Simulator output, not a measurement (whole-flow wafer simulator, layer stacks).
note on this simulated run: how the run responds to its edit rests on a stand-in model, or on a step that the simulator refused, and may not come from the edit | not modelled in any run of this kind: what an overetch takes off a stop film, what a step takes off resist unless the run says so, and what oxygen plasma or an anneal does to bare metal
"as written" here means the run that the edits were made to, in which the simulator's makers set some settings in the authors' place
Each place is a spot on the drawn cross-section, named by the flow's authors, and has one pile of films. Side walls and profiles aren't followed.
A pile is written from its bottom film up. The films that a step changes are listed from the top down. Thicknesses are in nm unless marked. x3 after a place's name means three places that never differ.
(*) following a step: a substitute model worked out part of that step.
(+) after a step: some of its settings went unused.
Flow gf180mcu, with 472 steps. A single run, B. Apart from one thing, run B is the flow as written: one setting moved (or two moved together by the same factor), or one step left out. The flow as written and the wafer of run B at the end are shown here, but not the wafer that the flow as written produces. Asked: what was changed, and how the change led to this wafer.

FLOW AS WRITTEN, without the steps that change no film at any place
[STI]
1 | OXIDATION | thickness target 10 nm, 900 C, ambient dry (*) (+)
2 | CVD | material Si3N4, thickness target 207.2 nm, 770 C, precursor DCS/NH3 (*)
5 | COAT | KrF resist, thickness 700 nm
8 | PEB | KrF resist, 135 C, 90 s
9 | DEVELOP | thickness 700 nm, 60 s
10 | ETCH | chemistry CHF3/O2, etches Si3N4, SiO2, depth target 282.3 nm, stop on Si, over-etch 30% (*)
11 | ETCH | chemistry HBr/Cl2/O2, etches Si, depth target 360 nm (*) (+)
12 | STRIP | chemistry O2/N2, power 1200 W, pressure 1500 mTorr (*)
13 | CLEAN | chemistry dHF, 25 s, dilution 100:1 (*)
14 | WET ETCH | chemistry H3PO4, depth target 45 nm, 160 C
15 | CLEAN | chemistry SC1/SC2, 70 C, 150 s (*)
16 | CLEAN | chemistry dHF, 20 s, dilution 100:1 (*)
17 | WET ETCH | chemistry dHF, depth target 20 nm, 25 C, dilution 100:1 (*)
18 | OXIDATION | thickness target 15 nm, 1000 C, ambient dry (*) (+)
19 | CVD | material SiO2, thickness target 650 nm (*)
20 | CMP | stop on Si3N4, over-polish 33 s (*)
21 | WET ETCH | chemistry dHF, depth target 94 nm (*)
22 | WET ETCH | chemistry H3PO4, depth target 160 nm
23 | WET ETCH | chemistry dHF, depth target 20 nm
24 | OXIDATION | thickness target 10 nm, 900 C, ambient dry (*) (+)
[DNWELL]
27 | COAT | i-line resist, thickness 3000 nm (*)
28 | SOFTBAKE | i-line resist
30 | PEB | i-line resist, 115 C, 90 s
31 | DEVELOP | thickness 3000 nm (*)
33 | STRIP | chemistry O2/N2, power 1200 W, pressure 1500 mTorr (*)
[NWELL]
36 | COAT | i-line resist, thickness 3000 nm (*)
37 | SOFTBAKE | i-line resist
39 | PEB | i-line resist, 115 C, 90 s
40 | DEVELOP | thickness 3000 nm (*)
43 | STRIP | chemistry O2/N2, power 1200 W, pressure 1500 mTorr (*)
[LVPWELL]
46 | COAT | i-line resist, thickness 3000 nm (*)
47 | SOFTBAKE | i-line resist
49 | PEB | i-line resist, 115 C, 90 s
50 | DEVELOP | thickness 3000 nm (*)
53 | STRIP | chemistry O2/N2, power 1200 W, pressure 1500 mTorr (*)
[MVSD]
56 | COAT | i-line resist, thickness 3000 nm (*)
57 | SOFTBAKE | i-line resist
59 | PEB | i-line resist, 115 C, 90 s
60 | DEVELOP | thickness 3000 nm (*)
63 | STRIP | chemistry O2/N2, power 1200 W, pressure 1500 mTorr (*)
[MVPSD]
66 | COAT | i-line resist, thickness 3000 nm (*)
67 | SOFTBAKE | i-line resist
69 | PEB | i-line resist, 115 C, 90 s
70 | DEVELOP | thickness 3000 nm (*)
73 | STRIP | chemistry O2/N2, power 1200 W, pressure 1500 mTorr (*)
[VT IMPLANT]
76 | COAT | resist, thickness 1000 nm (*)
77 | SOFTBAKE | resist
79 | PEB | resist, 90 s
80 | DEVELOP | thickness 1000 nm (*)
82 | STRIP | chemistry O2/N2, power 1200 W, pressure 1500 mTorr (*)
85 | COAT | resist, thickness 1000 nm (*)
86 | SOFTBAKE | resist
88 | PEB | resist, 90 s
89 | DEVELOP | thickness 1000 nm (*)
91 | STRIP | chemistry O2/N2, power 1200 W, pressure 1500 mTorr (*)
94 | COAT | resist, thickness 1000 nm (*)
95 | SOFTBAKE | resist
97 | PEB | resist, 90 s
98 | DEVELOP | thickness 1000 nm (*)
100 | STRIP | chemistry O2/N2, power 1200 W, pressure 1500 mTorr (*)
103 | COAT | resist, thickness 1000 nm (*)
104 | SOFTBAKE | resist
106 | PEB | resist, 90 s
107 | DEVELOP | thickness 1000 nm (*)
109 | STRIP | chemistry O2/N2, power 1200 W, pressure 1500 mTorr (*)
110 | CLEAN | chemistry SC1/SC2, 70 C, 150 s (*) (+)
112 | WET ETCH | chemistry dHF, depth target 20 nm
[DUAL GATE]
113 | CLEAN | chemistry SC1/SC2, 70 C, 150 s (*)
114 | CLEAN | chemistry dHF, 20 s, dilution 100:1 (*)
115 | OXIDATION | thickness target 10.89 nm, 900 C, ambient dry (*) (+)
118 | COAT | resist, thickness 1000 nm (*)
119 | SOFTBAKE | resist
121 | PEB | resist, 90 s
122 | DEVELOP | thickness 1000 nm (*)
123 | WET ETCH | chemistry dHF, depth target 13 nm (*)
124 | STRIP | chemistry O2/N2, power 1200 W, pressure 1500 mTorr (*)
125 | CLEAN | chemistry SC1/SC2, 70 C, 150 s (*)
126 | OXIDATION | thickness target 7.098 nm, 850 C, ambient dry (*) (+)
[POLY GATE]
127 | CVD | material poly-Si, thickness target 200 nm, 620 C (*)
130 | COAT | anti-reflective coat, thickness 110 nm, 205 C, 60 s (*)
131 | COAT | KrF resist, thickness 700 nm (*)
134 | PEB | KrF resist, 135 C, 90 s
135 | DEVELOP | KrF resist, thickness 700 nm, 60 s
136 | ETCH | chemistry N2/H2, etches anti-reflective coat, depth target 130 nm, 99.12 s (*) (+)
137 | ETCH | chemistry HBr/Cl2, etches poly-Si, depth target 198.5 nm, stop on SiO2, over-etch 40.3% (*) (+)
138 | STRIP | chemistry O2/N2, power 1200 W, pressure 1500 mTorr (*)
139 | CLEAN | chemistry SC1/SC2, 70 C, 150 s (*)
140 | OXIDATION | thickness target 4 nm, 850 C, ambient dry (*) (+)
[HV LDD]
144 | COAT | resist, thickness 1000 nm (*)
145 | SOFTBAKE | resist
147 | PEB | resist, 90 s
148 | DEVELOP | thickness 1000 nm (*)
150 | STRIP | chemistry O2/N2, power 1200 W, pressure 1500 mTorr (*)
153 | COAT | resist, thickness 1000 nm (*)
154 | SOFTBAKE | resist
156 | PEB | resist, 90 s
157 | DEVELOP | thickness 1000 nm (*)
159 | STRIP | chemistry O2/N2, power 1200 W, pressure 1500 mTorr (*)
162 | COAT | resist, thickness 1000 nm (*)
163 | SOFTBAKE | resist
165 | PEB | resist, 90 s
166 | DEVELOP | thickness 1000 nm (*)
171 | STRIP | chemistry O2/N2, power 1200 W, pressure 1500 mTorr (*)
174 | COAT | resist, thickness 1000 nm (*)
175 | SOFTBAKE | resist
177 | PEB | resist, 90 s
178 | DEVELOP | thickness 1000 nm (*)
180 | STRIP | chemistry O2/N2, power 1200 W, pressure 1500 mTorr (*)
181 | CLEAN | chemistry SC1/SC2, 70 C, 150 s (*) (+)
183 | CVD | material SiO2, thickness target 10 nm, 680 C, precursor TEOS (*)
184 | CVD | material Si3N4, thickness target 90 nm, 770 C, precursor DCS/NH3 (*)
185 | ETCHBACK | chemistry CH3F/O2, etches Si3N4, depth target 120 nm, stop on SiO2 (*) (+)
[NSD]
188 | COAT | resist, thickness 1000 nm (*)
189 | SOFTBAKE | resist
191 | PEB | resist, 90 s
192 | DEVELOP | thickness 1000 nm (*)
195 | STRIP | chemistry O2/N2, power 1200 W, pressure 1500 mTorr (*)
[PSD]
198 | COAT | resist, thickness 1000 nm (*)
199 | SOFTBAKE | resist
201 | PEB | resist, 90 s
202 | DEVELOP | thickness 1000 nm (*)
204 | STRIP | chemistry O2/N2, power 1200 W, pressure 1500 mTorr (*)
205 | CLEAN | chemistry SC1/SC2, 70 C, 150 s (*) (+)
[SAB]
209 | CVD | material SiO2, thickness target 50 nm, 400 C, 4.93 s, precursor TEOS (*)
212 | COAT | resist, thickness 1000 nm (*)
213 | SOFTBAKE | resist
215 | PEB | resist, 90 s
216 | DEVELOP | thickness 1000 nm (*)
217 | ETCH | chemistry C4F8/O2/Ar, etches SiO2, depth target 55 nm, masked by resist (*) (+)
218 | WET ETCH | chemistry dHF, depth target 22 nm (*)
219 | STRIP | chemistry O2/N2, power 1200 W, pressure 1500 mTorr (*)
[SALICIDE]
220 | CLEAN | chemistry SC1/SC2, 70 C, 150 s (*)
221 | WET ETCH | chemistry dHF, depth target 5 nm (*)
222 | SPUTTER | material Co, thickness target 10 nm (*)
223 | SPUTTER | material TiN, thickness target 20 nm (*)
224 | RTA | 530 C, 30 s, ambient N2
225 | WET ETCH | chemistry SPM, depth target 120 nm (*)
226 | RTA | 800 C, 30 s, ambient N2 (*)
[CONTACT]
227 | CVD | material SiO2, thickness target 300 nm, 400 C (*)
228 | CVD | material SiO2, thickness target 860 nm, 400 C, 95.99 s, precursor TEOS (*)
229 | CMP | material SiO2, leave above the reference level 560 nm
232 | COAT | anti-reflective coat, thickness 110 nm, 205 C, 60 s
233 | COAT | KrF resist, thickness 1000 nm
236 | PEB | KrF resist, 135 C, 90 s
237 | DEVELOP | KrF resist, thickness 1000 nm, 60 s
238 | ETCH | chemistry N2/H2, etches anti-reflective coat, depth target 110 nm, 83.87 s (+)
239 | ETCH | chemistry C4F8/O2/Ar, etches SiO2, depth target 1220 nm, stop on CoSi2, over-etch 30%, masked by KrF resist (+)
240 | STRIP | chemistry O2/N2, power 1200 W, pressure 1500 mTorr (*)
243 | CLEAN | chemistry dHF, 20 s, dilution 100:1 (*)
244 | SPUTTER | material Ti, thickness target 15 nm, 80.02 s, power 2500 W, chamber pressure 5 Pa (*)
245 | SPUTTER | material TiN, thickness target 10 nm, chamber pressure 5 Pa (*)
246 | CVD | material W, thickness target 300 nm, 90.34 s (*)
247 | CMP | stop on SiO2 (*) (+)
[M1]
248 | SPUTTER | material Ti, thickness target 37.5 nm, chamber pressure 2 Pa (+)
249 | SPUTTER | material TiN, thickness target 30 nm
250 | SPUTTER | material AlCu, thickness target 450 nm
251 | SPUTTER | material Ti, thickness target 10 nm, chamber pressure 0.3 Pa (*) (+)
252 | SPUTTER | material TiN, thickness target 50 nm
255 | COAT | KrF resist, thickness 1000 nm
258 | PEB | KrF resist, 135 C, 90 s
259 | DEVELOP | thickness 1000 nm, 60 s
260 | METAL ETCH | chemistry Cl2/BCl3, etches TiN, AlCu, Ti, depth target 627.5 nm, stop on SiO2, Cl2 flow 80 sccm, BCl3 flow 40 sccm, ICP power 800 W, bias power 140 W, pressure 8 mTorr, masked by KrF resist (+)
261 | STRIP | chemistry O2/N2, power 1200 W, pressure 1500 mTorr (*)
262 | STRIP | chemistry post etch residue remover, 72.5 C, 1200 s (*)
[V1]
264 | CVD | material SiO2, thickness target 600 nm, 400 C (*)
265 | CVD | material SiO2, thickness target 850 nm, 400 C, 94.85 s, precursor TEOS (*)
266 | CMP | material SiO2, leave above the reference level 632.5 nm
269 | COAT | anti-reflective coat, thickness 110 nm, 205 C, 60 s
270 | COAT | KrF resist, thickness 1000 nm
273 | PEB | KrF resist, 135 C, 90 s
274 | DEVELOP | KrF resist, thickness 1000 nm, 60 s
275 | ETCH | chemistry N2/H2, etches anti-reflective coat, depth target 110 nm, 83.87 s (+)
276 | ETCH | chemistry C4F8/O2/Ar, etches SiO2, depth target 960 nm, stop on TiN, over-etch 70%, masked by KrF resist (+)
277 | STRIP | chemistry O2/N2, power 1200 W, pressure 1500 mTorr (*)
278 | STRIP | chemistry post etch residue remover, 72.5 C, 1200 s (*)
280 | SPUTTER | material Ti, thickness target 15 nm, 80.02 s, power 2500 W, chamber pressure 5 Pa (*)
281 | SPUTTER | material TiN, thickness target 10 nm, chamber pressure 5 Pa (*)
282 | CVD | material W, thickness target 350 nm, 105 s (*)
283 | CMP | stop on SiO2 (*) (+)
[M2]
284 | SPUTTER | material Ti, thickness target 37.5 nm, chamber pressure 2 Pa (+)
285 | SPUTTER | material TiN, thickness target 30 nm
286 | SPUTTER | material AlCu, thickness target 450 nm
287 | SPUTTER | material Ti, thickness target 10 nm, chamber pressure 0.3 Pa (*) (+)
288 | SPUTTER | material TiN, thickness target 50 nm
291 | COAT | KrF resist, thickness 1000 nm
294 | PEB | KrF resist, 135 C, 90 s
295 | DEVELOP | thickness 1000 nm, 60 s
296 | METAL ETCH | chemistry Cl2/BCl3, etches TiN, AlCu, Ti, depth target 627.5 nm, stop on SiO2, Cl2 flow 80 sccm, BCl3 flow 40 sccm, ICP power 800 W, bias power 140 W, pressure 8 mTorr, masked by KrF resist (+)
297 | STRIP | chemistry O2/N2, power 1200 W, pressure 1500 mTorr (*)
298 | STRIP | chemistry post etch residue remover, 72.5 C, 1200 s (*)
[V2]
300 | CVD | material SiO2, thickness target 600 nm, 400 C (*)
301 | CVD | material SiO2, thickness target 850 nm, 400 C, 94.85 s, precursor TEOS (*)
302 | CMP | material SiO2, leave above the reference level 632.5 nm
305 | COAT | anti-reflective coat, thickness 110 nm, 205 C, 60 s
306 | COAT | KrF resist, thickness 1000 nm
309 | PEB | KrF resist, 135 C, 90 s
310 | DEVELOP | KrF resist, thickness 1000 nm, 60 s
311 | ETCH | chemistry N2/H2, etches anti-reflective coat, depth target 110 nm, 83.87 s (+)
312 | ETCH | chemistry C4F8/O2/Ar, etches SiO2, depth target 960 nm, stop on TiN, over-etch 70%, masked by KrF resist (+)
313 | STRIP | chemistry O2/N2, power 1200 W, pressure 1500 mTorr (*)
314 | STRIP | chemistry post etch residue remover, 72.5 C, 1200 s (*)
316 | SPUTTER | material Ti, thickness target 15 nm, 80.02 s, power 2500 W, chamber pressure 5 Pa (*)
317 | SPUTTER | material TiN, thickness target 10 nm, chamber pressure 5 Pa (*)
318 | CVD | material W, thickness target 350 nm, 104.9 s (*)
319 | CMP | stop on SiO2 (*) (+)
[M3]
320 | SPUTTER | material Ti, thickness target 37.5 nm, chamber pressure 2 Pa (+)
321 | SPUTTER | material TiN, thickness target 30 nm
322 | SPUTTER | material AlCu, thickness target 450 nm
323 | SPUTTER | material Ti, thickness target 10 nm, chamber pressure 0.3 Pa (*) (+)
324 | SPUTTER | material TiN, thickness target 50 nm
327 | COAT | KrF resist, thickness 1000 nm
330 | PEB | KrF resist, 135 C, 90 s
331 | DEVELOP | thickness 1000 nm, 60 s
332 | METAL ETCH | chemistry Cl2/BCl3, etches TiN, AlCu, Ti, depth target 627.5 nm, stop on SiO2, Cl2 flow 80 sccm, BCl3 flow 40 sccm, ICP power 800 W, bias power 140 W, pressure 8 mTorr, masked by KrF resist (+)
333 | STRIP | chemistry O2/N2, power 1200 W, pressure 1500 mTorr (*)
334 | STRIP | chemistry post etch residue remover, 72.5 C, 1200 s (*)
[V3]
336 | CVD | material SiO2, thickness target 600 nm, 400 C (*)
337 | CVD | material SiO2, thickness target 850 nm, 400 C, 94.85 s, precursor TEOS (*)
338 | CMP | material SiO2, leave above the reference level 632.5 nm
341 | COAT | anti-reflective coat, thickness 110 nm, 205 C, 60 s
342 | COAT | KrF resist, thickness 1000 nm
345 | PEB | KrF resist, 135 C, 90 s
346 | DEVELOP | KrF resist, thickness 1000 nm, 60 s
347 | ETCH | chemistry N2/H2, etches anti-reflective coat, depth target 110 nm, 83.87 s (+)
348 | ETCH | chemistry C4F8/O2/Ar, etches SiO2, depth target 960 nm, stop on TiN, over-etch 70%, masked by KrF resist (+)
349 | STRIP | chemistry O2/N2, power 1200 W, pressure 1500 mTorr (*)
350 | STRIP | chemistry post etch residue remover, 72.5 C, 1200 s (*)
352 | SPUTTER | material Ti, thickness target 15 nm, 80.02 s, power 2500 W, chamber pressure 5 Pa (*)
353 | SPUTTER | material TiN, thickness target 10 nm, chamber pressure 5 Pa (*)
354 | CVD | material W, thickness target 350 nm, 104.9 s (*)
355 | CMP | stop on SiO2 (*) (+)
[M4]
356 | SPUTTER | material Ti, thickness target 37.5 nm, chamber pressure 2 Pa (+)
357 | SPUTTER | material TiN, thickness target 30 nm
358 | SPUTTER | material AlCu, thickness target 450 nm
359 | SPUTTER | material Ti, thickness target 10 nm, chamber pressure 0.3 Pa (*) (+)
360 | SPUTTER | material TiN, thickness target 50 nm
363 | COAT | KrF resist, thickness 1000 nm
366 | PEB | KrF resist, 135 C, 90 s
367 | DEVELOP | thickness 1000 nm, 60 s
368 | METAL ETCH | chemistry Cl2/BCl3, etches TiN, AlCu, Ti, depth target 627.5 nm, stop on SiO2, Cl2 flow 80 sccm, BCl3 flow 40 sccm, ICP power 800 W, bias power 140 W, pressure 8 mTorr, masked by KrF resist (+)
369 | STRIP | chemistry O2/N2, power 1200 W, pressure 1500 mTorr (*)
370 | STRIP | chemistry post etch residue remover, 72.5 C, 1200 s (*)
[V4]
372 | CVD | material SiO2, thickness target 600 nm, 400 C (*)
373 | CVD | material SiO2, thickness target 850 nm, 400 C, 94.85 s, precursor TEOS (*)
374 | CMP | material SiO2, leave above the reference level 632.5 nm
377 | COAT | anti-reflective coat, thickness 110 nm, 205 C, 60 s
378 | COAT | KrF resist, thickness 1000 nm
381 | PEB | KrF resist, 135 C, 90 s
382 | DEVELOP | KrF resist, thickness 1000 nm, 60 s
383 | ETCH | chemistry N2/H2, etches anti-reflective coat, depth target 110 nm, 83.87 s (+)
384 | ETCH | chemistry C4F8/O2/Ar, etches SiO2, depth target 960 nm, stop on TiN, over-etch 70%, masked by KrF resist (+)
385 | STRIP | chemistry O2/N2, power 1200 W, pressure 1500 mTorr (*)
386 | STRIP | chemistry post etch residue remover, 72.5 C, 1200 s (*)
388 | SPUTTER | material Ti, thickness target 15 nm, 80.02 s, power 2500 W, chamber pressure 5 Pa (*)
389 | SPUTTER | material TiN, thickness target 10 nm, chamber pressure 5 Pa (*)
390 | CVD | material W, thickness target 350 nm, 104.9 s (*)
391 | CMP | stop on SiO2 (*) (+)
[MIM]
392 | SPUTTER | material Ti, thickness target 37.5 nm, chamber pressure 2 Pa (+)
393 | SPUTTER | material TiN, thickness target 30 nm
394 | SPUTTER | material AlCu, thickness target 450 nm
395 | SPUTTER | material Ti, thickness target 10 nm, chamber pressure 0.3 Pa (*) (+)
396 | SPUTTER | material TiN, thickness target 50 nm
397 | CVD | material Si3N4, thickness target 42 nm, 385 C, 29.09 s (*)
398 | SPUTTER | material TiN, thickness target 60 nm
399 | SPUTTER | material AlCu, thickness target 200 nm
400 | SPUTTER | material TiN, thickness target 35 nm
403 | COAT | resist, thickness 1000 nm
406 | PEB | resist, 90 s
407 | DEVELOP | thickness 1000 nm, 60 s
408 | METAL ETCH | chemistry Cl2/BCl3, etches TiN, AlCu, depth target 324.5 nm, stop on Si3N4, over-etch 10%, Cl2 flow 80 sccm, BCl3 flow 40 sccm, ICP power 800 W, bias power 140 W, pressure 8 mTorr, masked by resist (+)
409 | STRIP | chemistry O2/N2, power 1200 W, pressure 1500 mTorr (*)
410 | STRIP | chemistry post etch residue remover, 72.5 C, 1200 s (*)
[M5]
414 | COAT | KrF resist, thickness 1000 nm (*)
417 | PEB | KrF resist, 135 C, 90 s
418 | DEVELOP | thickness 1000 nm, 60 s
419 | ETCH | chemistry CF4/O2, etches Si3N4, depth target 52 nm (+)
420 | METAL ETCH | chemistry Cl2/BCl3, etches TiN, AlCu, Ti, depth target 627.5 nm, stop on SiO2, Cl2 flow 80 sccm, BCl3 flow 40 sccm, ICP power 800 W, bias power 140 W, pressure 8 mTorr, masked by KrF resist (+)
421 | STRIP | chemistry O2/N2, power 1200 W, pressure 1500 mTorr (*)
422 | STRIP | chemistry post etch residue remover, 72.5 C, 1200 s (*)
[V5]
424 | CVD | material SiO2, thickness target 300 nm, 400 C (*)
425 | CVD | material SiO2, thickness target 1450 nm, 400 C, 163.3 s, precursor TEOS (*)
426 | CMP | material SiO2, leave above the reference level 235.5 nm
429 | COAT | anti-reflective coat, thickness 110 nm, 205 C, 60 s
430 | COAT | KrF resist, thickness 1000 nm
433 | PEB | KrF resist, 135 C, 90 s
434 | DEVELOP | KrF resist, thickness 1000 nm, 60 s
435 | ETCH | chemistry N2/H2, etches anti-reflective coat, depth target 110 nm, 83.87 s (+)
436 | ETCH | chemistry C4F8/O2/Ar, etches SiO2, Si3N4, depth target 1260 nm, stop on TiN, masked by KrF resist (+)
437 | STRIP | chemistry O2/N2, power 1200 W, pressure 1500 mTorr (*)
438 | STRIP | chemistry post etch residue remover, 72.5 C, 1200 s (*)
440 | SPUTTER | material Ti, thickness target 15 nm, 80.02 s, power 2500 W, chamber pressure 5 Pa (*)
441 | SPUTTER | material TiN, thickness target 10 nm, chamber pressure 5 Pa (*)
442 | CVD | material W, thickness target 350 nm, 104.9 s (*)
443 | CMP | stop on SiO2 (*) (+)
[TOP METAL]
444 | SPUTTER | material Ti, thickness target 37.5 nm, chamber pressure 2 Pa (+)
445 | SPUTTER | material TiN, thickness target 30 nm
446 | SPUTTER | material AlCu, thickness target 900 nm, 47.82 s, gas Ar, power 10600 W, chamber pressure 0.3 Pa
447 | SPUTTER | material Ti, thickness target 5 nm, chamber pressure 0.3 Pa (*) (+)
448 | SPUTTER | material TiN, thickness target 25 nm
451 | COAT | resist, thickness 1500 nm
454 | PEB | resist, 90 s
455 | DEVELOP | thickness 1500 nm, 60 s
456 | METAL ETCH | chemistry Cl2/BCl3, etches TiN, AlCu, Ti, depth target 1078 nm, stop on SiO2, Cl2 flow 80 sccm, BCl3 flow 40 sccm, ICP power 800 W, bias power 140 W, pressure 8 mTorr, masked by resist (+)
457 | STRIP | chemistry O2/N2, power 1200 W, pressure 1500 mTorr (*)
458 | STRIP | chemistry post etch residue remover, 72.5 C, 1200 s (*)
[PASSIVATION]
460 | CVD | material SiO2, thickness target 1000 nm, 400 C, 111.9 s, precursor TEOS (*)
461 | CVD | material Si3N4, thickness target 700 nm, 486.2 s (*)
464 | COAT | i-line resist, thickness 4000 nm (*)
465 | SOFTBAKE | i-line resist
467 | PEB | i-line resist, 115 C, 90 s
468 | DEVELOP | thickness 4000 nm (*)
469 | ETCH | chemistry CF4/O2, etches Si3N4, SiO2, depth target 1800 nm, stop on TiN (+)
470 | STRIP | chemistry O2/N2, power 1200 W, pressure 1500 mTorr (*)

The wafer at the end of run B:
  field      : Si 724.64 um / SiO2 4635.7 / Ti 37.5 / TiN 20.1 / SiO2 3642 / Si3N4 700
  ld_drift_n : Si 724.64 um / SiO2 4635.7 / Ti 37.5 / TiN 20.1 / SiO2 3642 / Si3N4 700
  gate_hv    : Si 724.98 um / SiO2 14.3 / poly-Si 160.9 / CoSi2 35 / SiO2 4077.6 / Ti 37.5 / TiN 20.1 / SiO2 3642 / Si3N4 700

The reason: step 358, SPUTTER: thickness target 558 nm was run, whereas the flow has thickness target 450 nm.

The path from the change to this, step by step:
  358 | SPUTTER | material AlCu, thickness target 450 nm
      field, field__w1, field__w2 and 108 more: +558 AlCu (new film) (it would be, as written: +450 AlCu (new film))
  368 | METAL ETCH | chemistry Cl2/BCl3, etches TiN, AlCu, Ti, depth target 627.5 nm, stop on SiO2, Cl2 flow 80 sccm, BCl3 flow 40 sccm, ICP power 800 W, bias power 140 W, pressure 8 mTorr, masked by KrF resist (+)
      field, field__w1, field__w2 and 103 more: -50 TiN (all of it), -10 Ti (all of it), -558 AlCu (all of it), -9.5 TiN (it would be, as written: -50 TiN (all of it), -10 Ti (all of it), -450 AlCu (all of it), -30 TiN (all of it), -37.5 Ti (all of it))
  372 | CVD | material SiO2, thickness target 600 nm, 400 C (*)
      field, field__w1, field__w2 and 103 more: +600 SiO2 (new film) (it would be, as written: +600 SiO2)
  374 | CMP | material SiO2, leave above the reference level 632.5 nm
      field, field__w1, field__w2 and 103 more: -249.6 SiO2 (it would be, as written: -300 SiO2)
If metal films that touch count as one body, field has 1 body; the flow as written gives 0 bodies.
If metal films that touch count as one body, ld_drift_n has 1 body; the flow as written gives 0 bodies.
If metal films that touch count as one body, gate_hv has 2 bodies (between them, from the top down: SiO2 4077.6); the flow as written gives 1 body.
